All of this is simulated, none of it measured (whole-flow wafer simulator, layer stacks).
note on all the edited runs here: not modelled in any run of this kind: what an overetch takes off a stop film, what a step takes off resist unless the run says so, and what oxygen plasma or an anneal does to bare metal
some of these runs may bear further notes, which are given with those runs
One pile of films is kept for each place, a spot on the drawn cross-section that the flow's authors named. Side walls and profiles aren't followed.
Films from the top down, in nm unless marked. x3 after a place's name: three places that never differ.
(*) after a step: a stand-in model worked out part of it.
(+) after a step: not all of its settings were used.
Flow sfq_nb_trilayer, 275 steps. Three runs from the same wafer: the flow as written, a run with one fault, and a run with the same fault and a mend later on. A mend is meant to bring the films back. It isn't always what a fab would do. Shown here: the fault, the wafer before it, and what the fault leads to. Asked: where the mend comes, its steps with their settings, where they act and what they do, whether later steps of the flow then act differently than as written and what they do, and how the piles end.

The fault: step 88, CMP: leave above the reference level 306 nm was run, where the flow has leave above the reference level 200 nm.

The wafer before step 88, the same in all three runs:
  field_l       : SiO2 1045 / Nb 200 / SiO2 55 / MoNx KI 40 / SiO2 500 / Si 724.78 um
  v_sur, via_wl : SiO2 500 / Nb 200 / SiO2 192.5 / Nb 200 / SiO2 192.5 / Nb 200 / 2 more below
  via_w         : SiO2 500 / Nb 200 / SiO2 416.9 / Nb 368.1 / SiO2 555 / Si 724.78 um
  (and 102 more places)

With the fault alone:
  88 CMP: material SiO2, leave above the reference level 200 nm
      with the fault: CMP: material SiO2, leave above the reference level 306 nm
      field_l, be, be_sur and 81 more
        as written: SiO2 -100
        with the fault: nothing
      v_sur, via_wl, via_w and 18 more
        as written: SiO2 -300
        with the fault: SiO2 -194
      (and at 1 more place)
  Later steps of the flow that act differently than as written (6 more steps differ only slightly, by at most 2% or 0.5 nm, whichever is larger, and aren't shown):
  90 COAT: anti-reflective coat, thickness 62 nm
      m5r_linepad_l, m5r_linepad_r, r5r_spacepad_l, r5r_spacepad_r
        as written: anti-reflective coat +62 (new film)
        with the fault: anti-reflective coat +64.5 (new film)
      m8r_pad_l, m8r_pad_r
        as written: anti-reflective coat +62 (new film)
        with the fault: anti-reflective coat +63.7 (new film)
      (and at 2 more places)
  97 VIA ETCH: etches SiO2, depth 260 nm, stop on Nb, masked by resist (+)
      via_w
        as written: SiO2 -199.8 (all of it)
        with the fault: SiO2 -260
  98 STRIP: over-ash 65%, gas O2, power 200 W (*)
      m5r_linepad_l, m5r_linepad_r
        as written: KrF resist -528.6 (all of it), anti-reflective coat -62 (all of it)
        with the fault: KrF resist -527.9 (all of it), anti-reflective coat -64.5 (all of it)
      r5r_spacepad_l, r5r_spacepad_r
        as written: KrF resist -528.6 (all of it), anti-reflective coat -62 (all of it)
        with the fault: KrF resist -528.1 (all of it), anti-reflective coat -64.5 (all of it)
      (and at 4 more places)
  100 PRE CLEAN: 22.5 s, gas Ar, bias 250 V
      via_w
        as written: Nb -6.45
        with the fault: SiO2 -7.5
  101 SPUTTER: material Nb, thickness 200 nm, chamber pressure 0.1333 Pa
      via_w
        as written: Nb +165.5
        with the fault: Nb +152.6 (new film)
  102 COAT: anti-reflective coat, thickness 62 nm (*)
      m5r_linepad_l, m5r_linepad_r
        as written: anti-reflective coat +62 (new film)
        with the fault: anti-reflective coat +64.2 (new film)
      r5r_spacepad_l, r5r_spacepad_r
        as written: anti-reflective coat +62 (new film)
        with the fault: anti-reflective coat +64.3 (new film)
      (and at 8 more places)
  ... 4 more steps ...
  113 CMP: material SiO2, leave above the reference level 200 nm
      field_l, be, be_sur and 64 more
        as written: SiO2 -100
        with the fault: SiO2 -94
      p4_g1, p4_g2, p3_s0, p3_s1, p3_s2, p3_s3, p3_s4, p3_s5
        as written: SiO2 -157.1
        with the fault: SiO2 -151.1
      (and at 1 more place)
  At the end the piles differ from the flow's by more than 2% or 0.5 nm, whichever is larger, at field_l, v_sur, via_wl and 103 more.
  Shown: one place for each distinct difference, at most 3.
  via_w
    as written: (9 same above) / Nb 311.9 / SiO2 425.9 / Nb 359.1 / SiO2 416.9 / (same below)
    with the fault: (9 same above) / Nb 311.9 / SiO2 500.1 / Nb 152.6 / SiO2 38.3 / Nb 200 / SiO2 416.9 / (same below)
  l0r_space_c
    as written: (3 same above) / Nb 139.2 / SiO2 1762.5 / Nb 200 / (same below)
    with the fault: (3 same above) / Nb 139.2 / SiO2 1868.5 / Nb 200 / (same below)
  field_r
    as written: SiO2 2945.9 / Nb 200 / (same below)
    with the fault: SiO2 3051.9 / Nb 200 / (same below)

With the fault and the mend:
  The mend comes after step 89.
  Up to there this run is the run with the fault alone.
  89a CMP: material SiO2, leave above the reference level 200 nm (the flow's step 88 once more)
      field_l, be, be_sur and 81 more
        SiO2 -100
      v_sur, via_wl, via_w and 19 more
        SiO2 -106
  No later step of the flow acts differently than as written at any place that is followed.
  At the end the piles are the same as the flow's at every place that both follow.
